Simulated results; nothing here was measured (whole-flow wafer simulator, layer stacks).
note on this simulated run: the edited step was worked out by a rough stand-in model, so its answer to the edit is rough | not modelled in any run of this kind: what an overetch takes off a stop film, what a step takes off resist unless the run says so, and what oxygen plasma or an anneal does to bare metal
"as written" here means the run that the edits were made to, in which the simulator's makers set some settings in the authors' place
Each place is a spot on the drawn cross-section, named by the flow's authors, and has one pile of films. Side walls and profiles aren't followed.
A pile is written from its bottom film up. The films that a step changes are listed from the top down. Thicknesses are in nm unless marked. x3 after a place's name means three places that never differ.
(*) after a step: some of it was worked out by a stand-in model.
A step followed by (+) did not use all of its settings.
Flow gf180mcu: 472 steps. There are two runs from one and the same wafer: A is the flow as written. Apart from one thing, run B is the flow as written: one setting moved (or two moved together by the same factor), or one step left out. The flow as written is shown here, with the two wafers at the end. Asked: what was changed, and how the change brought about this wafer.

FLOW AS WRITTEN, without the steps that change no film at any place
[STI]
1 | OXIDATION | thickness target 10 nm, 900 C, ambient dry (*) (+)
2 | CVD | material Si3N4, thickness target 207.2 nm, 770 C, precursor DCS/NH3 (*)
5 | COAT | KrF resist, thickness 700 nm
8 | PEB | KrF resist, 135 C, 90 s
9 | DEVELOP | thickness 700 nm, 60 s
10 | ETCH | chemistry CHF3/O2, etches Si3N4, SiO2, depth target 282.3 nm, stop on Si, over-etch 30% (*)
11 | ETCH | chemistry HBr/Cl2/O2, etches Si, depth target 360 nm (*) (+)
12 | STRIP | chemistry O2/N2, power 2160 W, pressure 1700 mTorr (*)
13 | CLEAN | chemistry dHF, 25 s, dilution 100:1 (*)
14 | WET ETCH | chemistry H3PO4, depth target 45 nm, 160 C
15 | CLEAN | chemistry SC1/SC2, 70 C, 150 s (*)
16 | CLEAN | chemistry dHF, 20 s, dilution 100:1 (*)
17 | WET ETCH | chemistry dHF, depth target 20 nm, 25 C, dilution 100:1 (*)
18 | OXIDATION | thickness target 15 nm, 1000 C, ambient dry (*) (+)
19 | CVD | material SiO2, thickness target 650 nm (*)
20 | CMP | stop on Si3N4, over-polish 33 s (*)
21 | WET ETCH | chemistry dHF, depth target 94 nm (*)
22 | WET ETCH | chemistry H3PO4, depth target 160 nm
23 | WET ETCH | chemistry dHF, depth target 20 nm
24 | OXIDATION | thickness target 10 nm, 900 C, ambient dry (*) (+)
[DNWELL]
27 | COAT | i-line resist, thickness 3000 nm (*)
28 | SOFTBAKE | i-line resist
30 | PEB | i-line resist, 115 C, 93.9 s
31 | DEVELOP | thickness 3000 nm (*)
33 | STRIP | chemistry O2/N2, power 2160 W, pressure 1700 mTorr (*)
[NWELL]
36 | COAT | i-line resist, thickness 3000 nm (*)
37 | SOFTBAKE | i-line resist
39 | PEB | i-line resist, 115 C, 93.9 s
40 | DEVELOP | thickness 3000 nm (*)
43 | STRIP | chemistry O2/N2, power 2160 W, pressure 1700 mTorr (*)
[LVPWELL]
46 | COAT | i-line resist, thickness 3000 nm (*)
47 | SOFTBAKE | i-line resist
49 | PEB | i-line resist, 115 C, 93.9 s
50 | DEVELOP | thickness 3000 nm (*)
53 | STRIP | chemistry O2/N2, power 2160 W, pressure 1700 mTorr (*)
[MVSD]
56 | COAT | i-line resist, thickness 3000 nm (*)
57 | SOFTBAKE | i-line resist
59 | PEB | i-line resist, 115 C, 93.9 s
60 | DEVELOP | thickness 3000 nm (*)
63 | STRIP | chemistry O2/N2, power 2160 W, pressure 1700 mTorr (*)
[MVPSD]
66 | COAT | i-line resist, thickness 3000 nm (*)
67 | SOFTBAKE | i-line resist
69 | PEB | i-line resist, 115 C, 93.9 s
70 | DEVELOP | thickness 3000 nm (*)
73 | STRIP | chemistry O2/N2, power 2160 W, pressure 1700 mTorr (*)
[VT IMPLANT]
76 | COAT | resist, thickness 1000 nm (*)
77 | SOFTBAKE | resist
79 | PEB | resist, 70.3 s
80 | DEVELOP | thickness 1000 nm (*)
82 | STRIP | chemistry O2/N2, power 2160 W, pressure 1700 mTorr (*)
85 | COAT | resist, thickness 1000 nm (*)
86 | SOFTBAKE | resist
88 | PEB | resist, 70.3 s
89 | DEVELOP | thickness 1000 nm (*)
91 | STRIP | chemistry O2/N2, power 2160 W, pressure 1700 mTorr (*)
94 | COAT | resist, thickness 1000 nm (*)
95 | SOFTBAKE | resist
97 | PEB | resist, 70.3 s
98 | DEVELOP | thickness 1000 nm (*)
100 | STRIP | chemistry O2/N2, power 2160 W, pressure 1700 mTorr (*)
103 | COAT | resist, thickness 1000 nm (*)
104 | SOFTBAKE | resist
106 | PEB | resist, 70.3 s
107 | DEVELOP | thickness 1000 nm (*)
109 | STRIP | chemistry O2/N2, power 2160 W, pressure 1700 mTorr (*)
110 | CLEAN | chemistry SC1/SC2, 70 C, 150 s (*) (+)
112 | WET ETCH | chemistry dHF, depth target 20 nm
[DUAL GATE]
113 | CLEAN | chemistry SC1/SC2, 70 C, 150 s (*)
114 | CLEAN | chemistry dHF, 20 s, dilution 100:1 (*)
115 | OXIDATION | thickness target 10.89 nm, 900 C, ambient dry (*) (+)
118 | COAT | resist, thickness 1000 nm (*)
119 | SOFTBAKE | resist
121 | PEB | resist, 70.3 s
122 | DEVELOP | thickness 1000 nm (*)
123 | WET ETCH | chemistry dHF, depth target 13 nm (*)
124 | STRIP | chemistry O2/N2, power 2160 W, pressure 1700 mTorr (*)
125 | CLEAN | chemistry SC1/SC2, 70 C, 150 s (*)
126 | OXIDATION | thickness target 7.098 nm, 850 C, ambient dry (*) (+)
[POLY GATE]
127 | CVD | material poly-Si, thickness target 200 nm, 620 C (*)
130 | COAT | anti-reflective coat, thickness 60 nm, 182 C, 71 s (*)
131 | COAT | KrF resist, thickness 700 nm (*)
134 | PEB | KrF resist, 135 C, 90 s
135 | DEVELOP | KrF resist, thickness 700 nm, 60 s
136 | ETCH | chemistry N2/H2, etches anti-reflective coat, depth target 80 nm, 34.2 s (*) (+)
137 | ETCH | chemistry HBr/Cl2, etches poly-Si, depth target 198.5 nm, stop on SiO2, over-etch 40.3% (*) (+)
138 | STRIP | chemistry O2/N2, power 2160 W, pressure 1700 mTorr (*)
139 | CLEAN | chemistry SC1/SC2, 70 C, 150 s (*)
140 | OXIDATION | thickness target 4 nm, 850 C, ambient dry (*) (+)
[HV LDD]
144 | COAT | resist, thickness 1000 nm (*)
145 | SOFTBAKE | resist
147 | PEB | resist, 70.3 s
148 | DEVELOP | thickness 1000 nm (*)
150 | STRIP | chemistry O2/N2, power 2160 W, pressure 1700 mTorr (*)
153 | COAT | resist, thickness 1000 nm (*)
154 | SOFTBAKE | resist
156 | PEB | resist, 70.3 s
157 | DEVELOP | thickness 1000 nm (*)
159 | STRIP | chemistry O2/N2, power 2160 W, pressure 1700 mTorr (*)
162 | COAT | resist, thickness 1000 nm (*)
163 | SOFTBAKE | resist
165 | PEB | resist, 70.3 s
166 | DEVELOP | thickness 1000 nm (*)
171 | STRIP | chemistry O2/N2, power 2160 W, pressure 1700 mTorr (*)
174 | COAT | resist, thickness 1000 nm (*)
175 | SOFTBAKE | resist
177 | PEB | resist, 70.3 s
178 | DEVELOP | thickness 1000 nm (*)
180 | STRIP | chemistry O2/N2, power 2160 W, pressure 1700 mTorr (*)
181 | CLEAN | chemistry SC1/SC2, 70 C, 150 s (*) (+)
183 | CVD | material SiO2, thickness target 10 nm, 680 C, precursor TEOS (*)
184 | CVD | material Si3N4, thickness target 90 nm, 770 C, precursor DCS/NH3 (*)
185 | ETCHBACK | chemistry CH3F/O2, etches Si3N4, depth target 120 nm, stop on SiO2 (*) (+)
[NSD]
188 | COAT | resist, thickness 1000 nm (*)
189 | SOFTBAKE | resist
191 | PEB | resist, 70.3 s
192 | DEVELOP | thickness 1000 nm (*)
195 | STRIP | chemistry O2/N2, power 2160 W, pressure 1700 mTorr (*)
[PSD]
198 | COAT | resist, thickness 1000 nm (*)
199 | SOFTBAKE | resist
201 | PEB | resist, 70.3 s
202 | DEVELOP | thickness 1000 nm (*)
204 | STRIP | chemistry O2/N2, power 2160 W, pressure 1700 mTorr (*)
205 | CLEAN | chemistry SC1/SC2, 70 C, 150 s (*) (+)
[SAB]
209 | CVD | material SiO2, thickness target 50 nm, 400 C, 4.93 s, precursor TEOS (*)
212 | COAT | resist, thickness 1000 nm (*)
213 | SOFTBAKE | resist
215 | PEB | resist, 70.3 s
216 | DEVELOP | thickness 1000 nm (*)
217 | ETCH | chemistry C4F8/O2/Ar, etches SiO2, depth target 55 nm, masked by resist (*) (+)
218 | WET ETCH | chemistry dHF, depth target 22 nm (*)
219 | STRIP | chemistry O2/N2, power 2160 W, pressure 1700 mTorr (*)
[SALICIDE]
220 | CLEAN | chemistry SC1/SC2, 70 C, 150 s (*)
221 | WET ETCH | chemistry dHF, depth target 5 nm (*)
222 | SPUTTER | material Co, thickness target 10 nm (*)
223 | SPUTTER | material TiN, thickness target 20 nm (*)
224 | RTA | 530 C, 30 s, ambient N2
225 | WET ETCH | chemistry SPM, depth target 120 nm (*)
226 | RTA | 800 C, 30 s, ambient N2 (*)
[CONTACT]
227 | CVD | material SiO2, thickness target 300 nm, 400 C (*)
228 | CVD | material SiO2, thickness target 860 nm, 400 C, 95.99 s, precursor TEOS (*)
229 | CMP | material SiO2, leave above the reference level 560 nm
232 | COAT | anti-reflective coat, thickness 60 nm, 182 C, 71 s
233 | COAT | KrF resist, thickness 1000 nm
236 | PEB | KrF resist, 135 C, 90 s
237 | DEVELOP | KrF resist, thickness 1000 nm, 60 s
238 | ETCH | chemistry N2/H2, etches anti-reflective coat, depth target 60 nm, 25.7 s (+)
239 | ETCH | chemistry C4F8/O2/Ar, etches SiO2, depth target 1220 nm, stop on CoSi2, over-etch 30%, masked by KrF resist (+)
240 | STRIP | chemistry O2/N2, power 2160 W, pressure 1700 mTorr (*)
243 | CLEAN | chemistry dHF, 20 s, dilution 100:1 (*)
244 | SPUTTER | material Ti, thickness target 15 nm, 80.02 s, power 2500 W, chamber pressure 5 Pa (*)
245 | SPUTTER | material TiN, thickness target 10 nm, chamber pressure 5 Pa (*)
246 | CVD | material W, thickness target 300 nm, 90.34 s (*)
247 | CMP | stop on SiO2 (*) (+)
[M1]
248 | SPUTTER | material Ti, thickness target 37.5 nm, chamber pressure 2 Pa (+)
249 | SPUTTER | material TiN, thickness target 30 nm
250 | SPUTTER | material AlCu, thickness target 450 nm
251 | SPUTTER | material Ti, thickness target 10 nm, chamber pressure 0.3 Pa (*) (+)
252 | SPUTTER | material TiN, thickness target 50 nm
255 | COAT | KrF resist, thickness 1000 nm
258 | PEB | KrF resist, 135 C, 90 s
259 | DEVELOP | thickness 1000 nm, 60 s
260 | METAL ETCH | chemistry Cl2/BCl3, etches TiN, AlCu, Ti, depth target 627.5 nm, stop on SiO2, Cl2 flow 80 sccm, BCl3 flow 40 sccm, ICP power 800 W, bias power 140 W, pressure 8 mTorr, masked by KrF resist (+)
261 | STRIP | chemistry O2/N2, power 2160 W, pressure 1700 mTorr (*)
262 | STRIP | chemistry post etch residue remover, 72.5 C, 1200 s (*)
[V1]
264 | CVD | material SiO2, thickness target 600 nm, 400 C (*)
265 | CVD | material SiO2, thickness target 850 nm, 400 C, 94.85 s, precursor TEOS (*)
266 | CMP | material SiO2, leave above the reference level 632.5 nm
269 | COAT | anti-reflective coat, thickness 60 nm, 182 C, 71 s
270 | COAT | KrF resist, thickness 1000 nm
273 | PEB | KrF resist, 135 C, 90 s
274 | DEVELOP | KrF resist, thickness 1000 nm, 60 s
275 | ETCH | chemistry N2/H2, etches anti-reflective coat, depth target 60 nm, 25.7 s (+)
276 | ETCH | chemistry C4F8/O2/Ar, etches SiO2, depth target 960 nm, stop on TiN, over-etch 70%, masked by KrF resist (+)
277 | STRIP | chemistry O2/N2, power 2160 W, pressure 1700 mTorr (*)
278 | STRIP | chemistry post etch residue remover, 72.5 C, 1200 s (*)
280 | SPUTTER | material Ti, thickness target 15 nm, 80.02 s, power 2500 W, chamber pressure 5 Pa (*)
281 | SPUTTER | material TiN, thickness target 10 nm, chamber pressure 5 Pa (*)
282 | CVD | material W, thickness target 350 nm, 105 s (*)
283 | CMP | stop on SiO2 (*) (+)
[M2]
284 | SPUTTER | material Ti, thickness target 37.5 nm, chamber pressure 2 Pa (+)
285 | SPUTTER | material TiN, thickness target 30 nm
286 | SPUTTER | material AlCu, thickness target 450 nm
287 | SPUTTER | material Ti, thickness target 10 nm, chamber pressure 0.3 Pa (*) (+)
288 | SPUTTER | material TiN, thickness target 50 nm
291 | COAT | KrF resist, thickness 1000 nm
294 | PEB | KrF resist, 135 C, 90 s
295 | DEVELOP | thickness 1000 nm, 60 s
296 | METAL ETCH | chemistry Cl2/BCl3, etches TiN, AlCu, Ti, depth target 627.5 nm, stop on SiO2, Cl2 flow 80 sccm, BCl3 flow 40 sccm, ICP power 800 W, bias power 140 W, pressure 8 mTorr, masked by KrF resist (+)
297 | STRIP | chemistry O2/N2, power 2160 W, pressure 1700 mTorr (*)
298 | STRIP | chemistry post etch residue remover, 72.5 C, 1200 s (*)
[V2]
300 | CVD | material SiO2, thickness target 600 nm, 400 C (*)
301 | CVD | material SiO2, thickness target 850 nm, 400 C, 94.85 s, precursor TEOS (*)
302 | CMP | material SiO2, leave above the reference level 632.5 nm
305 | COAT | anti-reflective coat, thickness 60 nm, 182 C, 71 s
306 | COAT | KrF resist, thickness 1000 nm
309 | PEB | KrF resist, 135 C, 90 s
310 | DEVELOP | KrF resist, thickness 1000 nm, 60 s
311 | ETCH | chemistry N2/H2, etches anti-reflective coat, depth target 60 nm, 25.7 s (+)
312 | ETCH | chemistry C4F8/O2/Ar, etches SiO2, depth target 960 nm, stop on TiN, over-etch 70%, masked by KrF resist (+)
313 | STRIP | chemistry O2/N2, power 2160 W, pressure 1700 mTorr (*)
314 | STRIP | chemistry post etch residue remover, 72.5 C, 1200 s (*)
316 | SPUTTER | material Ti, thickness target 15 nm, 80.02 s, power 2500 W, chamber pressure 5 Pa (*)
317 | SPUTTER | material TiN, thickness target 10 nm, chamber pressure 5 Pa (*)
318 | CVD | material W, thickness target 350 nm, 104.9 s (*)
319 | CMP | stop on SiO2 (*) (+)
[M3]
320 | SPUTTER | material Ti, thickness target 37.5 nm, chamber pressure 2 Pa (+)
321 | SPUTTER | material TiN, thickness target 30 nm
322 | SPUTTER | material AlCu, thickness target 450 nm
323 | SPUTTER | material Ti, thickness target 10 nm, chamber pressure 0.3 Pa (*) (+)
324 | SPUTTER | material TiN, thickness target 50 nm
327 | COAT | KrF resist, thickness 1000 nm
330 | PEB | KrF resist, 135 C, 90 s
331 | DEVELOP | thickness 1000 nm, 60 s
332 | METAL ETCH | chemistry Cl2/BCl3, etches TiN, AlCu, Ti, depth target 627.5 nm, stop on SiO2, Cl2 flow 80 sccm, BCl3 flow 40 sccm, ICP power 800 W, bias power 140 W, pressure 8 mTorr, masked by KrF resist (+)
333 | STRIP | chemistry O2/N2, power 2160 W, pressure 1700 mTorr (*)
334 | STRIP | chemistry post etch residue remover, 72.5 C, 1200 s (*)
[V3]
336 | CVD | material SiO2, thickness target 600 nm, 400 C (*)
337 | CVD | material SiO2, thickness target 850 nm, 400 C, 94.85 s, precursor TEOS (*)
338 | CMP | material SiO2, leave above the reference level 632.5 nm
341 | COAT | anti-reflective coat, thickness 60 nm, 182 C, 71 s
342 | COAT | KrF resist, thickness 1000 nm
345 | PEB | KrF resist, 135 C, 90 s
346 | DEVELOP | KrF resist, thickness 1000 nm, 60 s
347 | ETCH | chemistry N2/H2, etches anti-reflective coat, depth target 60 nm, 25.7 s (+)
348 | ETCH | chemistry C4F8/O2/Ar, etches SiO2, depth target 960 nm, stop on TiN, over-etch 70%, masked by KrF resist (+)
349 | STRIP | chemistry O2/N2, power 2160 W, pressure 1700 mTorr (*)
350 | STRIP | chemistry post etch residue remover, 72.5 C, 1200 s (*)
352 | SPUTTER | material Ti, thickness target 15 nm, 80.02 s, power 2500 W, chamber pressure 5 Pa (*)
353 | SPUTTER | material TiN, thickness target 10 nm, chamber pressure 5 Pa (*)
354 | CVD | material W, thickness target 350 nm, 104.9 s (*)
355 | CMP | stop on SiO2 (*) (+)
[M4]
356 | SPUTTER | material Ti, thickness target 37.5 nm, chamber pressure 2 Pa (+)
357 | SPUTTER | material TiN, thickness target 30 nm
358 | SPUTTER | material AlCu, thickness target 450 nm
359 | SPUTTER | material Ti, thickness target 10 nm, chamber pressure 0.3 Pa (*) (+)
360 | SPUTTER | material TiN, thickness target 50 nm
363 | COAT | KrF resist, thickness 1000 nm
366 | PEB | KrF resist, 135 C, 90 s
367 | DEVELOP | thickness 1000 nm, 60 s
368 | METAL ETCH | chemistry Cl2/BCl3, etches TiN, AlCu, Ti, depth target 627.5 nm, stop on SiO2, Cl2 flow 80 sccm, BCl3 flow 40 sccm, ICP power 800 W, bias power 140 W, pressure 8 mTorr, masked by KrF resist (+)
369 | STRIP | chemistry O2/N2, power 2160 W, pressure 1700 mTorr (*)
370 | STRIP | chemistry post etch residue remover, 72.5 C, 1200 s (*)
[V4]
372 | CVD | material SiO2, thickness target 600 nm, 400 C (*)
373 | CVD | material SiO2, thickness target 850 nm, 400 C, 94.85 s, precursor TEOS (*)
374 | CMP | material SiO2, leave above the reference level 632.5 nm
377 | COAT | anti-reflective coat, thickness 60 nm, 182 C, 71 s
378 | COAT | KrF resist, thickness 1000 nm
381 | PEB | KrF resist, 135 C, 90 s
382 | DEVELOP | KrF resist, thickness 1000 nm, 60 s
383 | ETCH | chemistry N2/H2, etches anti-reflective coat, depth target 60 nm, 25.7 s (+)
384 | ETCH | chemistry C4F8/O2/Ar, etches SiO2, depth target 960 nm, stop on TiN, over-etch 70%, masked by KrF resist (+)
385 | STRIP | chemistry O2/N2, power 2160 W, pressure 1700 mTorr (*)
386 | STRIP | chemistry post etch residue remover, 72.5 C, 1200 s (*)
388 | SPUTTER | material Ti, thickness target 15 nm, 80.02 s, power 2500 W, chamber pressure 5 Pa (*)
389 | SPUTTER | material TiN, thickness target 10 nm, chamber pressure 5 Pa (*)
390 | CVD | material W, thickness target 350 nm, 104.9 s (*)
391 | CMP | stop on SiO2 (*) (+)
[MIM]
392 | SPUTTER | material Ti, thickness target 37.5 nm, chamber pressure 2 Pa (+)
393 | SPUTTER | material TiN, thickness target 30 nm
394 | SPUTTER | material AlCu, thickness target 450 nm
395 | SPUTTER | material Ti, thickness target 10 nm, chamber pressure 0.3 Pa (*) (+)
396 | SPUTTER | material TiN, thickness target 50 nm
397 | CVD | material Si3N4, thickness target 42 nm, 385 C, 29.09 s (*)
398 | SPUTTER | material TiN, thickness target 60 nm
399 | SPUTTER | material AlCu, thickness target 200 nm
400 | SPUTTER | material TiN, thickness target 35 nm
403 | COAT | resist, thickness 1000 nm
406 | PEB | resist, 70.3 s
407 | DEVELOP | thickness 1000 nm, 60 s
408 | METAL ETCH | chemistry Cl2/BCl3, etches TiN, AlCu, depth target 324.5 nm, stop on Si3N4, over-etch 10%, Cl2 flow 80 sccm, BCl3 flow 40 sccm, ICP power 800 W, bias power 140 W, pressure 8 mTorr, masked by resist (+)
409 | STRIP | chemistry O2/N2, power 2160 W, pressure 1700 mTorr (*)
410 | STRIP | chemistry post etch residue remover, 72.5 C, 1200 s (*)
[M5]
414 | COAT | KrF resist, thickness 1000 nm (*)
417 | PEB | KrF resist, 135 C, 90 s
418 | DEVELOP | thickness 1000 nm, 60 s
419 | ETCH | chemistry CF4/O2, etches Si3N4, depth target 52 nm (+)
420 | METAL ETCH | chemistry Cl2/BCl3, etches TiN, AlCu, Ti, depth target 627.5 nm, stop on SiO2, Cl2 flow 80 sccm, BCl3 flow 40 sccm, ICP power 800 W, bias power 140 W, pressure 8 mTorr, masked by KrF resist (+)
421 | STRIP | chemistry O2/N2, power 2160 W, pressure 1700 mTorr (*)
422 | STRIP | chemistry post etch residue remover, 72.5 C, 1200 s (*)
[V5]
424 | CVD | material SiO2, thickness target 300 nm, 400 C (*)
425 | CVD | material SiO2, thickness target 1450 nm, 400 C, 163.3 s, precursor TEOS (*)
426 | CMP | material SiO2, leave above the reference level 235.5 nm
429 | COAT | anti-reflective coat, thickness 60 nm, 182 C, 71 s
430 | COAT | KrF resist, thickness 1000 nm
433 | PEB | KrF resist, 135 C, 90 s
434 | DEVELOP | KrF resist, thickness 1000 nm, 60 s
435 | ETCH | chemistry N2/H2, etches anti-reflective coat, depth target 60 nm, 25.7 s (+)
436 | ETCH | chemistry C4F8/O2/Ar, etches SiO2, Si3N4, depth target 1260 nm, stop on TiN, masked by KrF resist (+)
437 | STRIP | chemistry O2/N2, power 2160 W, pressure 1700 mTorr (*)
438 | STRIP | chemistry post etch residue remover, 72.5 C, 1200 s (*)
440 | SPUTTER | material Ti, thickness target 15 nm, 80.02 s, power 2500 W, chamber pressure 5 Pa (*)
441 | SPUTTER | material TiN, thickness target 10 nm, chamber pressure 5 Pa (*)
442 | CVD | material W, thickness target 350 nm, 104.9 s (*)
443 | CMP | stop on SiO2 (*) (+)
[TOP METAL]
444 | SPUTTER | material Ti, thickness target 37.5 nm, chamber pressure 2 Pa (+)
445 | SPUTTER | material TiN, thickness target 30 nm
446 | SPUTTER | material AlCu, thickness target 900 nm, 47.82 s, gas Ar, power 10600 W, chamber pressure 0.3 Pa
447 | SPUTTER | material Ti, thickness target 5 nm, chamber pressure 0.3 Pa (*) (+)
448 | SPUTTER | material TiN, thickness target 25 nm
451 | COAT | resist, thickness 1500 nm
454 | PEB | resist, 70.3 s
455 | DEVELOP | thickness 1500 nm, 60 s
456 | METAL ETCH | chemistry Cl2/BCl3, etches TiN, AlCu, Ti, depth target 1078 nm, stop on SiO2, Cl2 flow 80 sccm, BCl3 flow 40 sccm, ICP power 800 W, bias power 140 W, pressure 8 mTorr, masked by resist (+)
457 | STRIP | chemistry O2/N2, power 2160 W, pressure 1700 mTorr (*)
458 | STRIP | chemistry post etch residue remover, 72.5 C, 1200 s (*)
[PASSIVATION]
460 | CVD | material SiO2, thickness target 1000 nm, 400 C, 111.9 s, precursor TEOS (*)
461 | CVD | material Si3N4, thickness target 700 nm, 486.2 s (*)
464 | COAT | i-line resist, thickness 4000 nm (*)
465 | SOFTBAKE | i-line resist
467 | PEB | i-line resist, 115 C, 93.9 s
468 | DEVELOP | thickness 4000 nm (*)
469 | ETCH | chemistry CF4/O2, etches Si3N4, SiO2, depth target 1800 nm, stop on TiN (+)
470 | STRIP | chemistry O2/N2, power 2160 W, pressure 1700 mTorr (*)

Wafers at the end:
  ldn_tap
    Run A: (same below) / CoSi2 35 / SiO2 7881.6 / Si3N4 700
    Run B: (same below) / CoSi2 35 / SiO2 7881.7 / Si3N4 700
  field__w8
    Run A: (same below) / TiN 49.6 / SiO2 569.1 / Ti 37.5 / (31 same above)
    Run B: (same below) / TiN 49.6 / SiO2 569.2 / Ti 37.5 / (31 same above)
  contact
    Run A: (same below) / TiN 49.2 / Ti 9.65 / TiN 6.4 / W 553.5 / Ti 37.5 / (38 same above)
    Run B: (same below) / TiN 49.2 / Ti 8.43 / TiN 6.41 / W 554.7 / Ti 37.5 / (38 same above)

What caused this: step 280, SPUTTER: 70.02 s was run, whereas the flow has 80.02 s.

How this came from the change, step by step:
  280 | SPUTTER | material Ti, thickness target 15 nm, 80.02 s, power 2500 W, chamber pressure 5 Pa (*)
      field, field__w1, field__w2 and 107 more: A Ti gains 15 (new film) | B Ti gains 13.1 (new film)
      contact: A Ti gains 9.65 (new film) | B Ti gains 8.43 (new film)
  283 | CMP | stop on SiO2 (*) (+)
      field, field__w1, field__w2 and 107 more: A W loses 350 (all of it), TiN loses 10 (all of it), Ti loses 15 (all of it), SiO2 loses 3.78 | B W loses 350 (all of it), TiN loses 10 (all of it), Ti loses 13.1 (all of it), SiO2 loses 3.76
